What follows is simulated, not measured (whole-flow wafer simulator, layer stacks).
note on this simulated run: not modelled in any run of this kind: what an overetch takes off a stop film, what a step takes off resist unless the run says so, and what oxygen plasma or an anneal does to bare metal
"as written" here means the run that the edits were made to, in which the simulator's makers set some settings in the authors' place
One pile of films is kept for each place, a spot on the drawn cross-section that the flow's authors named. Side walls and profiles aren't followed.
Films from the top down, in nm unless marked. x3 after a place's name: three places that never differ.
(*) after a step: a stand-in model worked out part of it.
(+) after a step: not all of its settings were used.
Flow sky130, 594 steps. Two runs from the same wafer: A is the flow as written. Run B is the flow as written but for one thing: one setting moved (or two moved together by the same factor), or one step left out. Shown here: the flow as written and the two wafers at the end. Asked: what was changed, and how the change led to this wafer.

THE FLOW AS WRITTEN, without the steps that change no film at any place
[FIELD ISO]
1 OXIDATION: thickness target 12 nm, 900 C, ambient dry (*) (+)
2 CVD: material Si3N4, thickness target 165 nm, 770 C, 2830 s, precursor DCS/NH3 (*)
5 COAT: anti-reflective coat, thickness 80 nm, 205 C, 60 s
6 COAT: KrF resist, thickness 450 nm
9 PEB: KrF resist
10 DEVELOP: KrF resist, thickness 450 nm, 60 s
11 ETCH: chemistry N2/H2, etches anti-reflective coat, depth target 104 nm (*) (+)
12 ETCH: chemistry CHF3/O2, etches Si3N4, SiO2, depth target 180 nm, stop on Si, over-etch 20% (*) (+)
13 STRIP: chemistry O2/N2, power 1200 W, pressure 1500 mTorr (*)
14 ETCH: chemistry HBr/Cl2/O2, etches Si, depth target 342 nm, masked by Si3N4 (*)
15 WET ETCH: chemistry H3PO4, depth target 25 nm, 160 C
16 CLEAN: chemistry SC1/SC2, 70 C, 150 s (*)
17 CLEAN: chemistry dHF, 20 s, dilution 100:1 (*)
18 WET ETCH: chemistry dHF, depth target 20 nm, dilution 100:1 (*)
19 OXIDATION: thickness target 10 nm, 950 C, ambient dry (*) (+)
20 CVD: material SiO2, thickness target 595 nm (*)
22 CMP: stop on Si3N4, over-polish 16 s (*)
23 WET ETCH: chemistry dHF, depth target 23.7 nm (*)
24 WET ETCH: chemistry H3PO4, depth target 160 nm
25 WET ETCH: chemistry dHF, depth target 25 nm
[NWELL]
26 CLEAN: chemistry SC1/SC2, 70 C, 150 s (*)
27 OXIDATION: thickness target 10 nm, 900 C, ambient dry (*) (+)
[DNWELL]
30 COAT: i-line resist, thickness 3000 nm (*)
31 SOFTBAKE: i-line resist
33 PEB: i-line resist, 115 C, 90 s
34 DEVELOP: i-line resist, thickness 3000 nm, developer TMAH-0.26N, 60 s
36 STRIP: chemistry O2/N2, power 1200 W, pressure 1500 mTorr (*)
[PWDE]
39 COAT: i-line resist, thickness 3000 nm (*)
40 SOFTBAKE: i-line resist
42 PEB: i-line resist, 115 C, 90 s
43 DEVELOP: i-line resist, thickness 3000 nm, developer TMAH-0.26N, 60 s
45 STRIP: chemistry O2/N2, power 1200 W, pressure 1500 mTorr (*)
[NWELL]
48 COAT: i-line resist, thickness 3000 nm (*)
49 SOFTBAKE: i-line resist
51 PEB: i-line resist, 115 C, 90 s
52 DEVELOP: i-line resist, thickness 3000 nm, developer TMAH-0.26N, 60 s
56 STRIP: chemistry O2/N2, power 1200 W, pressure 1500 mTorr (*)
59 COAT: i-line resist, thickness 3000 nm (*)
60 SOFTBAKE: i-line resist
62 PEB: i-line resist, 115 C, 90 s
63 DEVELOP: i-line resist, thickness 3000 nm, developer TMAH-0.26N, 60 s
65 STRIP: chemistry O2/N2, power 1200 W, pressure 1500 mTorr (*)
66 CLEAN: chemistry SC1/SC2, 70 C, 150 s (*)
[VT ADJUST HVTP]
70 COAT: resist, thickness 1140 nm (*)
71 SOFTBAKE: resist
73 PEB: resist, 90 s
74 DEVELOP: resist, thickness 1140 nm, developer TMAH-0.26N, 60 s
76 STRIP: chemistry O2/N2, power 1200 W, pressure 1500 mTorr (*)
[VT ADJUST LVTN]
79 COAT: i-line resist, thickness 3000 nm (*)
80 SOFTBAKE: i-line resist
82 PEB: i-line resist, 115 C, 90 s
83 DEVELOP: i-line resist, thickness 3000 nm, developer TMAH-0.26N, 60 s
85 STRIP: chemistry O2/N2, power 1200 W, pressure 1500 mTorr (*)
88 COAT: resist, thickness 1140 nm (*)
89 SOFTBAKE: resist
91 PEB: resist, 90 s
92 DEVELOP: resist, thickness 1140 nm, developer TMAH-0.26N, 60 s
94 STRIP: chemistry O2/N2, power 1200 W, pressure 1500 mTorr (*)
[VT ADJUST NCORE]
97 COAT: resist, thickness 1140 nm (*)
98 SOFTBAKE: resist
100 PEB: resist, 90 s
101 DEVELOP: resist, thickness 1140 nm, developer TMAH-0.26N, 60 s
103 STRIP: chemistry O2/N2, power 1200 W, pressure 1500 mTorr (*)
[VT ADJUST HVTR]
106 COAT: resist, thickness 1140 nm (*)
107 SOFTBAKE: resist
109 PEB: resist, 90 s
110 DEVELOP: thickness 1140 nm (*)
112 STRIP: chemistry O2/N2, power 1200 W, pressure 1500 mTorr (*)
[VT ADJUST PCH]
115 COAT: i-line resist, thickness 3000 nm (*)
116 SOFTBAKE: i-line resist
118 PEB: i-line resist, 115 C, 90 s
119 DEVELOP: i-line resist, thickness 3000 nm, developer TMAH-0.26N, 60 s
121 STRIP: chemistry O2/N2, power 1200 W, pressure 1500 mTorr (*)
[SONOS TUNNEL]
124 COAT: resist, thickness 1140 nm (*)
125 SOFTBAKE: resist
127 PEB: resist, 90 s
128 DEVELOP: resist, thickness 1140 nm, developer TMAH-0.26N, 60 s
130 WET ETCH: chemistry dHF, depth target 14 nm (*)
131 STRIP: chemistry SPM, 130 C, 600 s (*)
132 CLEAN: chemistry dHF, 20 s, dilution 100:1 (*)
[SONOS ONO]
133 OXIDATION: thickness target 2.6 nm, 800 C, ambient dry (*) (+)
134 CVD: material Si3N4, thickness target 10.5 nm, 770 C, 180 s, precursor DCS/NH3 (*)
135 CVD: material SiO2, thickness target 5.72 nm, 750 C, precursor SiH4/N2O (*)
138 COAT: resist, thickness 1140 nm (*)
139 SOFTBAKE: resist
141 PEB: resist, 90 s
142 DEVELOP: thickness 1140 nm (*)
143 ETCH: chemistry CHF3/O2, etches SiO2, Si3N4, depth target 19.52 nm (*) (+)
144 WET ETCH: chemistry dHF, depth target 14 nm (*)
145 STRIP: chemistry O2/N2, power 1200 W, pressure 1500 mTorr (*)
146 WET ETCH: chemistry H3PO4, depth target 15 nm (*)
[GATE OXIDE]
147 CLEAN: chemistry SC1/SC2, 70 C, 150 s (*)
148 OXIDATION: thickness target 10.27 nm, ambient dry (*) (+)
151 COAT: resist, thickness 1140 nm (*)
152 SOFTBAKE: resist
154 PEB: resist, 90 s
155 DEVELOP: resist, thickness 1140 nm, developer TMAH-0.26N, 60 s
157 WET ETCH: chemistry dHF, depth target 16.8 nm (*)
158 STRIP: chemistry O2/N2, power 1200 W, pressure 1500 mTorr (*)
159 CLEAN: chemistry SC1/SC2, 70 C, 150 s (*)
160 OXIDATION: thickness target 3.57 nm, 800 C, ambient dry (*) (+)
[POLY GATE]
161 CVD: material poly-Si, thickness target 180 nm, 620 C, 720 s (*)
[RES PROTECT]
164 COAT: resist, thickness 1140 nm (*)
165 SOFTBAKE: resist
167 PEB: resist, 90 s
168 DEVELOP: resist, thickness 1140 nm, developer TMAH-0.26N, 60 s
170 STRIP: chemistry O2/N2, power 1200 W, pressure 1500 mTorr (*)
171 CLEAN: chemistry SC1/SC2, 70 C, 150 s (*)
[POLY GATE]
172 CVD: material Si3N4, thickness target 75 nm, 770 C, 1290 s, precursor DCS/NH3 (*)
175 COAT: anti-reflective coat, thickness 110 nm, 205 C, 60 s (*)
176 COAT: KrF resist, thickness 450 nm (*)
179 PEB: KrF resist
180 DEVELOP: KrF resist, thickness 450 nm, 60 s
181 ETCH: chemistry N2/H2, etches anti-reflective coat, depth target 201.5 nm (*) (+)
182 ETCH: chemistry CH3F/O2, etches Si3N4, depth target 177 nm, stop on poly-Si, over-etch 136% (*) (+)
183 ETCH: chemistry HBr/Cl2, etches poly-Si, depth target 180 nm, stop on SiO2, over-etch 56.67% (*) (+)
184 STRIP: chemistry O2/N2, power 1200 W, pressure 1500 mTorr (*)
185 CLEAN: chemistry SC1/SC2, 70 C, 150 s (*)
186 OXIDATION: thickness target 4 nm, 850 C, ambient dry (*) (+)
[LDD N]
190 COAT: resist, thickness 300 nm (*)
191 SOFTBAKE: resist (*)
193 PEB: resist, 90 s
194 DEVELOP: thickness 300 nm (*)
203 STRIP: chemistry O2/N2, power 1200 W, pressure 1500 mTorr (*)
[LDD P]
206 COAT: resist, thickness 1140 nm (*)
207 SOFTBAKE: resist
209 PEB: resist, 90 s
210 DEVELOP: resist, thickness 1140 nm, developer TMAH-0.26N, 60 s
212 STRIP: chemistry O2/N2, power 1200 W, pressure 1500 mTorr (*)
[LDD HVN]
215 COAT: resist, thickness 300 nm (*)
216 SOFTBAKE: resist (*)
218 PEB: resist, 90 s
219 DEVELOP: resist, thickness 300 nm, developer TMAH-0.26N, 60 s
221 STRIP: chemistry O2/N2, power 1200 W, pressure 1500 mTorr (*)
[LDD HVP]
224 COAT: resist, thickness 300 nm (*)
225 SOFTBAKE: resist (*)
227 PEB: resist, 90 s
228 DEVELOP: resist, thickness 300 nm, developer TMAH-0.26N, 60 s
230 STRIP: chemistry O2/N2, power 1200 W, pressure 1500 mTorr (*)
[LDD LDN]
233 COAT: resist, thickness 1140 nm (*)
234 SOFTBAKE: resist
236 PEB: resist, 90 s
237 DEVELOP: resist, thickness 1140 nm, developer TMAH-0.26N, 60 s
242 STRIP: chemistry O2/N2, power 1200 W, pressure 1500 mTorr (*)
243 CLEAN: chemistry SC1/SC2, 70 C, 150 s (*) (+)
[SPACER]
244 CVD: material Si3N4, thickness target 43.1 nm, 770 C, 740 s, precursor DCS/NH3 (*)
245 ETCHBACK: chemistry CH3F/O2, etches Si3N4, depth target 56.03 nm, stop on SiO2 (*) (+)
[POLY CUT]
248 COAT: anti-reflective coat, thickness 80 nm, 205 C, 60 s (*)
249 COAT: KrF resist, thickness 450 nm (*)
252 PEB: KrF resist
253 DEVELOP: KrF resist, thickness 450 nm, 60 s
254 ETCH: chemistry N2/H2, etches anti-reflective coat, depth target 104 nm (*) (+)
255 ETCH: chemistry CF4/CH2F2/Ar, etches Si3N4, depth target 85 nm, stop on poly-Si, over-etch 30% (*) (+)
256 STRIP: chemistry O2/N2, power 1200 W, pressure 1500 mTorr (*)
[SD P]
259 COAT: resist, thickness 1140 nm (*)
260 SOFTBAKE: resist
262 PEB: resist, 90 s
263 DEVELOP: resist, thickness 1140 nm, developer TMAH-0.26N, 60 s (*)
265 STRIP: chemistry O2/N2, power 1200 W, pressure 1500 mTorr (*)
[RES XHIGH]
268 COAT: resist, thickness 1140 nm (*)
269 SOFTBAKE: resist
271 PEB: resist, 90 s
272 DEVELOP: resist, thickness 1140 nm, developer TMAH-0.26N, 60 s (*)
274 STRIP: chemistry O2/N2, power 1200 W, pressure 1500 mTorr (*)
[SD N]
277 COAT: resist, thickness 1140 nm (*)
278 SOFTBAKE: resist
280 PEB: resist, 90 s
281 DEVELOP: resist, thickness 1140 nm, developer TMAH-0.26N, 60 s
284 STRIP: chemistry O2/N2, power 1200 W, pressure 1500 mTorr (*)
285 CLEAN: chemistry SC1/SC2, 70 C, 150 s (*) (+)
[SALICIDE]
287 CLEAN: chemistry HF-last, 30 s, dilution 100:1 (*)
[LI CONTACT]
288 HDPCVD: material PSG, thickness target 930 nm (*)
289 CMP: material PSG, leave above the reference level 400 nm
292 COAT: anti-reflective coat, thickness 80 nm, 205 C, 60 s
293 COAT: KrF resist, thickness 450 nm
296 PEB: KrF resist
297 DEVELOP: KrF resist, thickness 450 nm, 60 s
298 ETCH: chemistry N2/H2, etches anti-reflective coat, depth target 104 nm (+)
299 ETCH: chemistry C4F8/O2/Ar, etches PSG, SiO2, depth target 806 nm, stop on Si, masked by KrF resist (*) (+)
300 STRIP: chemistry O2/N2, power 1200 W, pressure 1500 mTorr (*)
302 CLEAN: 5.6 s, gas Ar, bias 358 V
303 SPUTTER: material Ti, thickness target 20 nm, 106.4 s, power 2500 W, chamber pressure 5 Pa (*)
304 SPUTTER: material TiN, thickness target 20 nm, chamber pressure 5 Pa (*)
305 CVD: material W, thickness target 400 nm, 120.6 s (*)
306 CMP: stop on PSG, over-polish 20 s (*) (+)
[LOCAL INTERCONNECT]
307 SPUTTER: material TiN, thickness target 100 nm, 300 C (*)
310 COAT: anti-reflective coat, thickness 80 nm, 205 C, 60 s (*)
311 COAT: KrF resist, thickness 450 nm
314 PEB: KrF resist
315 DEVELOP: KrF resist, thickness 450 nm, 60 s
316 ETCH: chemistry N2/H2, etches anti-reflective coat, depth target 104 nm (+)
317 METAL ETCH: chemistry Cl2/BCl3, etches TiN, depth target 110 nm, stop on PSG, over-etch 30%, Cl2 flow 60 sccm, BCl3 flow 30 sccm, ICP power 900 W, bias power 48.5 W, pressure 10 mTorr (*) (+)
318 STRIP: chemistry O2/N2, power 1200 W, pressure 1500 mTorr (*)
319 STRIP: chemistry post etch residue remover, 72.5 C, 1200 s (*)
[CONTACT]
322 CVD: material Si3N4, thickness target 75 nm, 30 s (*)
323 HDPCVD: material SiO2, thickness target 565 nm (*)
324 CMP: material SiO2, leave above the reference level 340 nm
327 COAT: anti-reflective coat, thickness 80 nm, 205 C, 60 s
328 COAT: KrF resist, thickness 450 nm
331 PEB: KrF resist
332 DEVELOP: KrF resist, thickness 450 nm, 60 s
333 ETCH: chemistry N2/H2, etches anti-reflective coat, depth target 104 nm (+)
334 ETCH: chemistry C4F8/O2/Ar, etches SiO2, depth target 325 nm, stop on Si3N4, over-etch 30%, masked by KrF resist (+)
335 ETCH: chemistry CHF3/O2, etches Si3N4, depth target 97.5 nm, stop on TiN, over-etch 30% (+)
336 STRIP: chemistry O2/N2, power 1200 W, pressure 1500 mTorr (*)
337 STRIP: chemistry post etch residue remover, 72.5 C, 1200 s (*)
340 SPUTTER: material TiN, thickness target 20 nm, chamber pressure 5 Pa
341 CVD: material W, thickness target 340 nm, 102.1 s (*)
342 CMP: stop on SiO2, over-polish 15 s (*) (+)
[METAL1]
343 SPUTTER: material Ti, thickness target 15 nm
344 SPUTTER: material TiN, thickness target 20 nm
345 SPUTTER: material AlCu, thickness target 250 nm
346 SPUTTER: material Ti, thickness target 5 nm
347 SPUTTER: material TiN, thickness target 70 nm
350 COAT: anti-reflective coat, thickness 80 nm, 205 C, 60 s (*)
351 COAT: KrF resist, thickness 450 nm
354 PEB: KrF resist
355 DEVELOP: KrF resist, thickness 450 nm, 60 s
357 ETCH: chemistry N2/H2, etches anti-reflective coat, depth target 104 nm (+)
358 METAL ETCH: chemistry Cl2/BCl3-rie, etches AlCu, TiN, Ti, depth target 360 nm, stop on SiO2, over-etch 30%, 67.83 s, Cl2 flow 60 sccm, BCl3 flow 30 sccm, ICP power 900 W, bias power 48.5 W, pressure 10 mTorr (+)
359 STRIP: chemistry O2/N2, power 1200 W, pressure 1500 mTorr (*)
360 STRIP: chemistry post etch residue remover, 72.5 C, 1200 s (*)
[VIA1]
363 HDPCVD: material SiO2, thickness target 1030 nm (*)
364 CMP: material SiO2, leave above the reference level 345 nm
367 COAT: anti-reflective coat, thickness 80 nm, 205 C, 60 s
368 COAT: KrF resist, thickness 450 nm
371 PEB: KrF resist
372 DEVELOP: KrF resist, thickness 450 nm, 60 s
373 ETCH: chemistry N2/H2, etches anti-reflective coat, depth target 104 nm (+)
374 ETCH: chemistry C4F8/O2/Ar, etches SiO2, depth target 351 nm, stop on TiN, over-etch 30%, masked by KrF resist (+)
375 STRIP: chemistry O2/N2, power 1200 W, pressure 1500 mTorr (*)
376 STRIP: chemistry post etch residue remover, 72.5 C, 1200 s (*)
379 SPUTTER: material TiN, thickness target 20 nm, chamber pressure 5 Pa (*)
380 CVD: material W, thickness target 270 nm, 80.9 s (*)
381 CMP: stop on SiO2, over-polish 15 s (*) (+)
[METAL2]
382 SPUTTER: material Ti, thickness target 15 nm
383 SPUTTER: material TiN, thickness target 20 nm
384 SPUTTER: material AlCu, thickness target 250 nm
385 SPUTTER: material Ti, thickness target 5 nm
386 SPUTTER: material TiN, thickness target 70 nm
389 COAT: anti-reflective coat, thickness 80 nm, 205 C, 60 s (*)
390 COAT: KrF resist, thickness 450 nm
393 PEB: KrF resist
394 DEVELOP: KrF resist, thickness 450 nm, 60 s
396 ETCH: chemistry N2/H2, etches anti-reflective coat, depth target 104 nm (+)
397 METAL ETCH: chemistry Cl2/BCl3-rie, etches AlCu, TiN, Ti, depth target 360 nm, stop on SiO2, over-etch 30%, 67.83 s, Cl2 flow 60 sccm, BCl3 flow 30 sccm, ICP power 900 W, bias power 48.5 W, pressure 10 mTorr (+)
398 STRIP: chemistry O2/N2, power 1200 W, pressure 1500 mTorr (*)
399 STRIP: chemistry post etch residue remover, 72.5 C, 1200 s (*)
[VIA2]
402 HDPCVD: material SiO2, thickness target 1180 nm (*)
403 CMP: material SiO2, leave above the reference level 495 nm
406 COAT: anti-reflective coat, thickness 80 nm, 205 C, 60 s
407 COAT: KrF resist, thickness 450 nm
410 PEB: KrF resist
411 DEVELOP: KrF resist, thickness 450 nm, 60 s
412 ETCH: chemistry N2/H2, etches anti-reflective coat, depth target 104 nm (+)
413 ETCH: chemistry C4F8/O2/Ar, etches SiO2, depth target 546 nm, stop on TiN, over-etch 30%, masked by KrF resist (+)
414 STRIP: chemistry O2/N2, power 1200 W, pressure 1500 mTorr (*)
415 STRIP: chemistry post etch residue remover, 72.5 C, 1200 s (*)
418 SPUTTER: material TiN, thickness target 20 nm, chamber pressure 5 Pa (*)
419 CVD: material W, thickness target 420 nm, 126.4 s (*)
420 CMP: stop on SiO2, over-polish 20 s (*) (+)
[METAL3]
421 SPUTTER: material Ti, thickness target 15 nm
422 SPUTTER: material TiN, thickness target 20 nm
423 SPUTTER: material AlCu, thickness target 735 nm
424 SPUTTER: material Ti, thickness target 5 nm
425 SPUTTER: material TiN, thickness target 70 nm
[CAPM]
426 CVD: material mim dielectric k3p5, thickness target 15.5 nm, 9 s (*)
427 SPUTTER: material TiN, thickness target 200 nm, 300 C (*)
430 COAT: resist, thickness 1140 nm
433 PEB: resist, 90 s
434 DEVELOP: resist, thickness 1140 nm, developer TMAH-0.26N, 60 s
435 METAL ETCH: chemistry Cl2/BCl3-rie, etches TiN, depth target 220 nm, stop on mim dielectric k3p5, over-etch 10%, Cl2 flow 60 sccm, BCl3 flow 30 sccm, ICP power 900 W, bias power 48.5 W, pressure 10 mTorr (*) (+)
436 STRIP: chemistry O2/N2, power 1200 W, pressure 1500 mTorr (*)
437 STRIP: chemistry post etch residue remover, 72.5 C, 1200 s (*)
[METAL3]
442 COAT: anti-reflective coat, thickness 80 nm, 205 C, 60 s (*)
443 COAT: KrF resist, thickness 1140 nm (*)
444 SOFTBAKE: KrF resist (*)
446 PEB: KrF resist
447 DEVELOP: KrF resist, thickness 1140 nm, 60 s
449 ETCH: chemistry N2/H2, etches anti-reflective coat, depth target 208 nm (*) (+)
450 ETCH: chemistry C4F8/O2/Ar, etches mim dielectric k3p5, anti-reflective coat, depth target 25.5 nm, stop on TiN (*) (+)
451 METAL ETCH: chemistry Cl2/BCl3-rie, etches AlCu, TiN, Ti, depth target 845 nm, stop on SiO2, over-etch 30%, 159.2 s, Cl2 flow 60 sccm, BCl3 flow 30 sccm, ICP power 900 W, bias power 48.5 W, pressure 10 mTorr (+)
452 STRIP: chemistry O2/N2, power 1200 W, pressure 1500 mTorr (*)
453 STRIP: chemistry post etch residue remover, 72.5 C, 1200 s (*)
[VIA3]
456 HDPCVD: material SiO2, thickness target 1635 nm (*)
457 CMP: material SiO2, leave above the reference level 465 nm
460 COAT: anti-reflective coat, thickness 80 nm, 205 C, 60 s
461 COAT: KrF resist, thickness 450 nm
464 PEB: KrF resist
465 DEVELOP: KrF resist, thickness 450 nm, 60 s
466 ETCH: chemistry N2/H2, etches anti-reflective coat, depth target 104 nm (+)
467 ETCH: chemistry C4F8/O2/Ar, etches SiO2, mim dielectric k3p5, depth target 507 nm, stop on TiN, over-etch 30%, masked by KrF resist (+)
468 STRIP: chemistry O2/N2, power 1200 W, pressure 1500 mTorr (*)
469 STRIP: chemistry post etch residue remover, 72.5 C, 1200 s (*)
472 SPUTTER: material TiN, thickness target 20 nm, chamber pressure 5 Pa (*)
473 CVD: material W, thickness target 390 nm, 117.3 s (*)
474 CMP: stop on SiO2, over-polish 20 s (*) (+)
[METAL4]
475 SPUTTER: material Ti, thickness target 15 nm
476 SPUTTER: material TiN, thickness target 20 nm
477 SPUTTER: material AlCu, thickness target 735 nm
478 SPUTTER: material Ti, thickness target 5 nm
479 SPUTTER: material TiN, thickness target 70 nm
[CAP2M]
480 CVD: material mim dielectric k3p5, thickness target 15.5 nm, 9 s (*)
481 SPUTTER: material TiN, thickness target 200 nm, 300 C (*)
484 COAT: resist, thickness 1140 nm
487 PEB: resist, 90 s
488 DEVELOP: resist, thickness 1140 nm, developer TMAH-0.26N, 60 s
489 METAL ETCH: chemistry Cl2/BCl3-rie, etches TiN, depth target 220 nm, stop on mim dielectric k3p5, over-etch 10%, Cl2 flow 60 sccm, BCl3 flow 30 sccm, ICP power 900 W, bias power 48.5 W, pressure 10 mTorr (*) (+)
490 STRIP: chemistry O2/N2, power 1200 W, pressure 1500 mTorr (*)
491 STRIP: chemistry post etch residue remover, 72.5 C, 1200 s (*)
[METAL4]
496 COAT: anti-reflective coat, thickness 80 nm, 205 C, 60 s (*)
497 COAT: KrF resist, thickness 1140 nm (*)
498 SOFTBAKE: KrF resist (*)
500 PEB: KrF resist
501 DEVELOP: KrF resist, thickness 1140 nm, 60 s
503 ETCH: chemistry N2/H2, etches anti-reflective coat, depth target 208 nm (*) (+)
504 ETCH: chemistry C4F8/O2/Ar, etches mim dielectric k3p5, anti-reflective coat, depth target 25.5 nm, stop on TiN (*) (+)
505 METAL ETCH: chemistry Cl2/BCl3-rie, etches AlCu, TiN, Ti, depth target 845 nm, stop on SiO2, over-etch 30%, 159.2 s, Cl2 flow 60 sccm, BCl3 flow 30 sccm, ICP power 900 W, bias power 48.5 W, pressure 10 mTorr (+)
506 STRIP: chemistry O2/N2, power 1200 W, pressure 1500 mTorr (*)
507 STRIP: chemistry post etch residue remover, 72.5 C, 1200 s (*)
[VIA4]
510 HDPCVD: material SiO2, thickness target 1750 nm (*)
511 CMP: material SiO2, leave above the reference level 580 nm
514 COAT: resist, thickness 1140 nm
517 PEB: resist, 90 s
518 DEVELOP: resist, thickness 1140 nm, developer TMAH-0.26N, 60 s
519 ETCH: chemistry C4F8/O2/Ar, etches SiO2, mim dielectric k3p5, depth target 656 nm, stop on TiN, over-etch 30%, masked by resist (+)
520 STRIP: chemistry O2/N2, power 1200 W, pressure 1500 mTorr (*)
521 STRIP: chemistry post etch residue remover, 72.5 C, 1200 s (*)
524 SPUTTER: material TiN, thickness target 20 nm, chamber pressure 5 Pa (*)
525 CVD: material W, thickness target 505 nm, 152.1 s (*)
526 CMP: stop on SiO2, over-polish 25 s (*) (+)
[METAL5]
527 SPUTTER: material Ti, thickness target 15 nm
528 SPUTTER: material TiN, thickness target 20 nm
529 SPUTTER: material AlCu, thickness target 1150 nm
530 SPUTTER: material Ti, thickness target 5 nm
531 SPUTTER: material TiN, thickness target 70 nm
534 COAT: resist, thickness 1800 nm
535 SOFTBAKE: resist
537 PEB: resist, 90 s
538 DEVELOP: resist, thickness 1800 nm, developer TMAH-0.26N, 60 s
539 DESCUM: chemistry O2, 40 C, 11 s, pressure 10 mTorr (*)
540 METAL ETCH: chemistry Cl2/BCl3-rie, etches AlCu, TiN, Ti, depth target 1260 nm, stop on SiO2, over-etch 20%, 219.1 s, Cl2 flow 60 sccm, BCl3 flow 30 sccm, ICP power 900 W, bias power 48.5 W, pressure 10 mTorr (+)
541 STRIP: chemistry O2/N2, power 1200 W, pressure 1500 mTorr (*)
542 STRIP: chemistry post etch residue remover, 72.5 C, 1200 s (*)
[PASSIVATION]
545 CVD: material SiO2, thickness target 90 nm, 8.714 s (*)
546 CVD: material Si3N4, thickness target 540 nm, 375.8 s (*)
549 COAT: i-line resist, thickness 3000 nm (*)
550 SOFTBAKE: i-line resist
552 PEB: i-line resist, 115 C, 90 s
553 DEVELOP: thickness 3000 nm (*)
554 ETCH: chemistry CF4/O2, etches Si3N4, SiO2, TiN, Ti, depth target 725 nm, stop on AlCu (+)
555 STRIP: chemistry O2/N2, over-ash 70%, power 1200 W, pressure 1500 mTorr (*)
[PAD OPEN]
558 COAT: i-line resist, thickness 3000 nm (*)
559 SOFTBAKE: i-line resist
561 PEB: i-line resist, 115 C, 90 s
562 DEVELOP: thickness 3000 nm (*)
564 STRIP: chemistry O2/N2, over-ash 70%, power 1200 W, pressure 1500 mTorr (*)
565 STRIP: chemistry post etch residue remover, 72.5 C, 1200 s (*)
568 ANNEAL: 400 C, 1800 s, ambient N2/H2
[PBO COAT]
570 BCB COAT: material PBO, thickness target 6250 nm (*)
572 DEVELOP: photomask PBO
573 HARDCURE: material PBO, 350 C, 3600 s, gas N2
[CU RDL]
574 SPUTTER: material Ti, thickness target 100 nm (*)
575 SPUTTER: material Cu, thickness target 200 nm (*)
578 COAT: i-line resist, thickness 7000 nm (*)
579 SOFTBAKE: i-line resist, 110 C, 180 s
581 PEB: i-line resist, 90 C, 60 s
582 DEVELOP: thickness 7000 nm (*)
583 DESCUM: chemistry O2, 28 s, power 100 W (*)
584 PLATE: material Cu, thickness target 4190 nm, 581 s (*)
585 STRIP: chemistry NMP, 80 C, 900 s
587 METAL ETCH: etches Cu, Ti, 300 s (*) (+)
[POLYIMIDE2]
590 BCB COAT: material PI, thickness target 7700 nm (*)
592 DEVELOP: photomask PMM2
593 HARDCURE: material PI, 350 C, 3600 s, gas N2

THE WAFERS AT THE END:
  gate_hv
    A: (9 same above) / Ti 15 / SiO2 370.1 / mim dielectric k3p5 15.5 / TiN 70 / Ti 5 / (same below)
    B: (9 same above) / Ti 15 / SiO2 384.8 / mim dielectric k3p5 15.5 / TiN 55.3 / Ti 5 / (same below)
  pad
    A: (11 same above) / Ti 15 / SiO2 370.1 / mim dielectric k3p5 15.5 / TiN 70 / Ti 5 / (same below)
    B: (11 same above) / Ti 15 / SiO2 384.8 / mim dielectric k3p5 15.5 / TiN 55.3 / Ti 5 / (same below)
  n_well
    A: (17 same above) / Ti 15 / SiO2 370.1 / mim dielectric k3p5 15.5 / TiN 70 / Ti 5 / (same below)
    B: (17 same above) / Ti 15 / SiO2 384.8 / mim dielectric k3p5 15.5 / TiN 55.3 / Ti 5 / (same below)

The cause: step 425, SPUTTER: thickness target 55.3 nm was run, where the flow has thickness target 70 nm.
It can be read off the wafer: gate_hv has TiN 55.3, and step 425 as written asks for 70 nm.

How the change led to this, step by step:
  425 SPUTTER: material TiN, thickness target 70 nm
      field, active, n_well and 188 more: A TiN +70 (new film) | B TiN +55.3 (new film)
  451 METAL ETCH: chemistry Cl2/BCl3-rie, etches AlCu, TiN, Ti, depth target 845 nm, stop on SiO2, over-etch 30%, 159.2 s, Cl2 flow 60 sccm, BCl3 flow 30 sccm, ICP power 900 W, bias power 48.5 W, pressure 10 mTorr (+)
      field, active, gate and 69 more: A TiN -70 (all of it), Ti -5 (all of it), AlCu -735 (all of it), TiN -20 (all of it), Ti -15 (all of it), SiO2 -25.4 | B TiN -55.3 (all of it), Ti -5 (all of it), AlCu -735 (all of it), TiN -20 (all of it), Ti -15 (all of it), SiO2 -26.8
      vpp_ln, vpp_iso2, ndiff_ln and 10 more: A TiN -70 (all of it), Ti -5 (all of it), AlCu -735 (all of it), TiN -20 (all of it), Ti -15 (all of it), SiO2 -25.3 | B TiN -55.3 (all of it), Ti -5 (all of it), AlCu -735 (all of it), TiN -20 (all of it), Ti -15 (all of it), SiO2 -26.8
  467 ETCH: chemistry C4F8/O2/Ar, etches SiO2, mim dielectric k3p5, depth target 507 nm, stop on TiN, over-etch 30%, masked by KrF resist (+)
      m1: A SiO2 -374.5 (all of it), mim dielectric k3p5 -15.5 (all of it) | B SiO2 -389.2 (all of it), mim dielectric k3p5 -15.5 (all of it)
      via3_hole: A SiO2 -373.9 (all of it), mim dielectric k3p5 -15.5 (all of it) | B SiO2 -388.6 (all of it), mim dielectric k3p5 -15.5 (all of it)
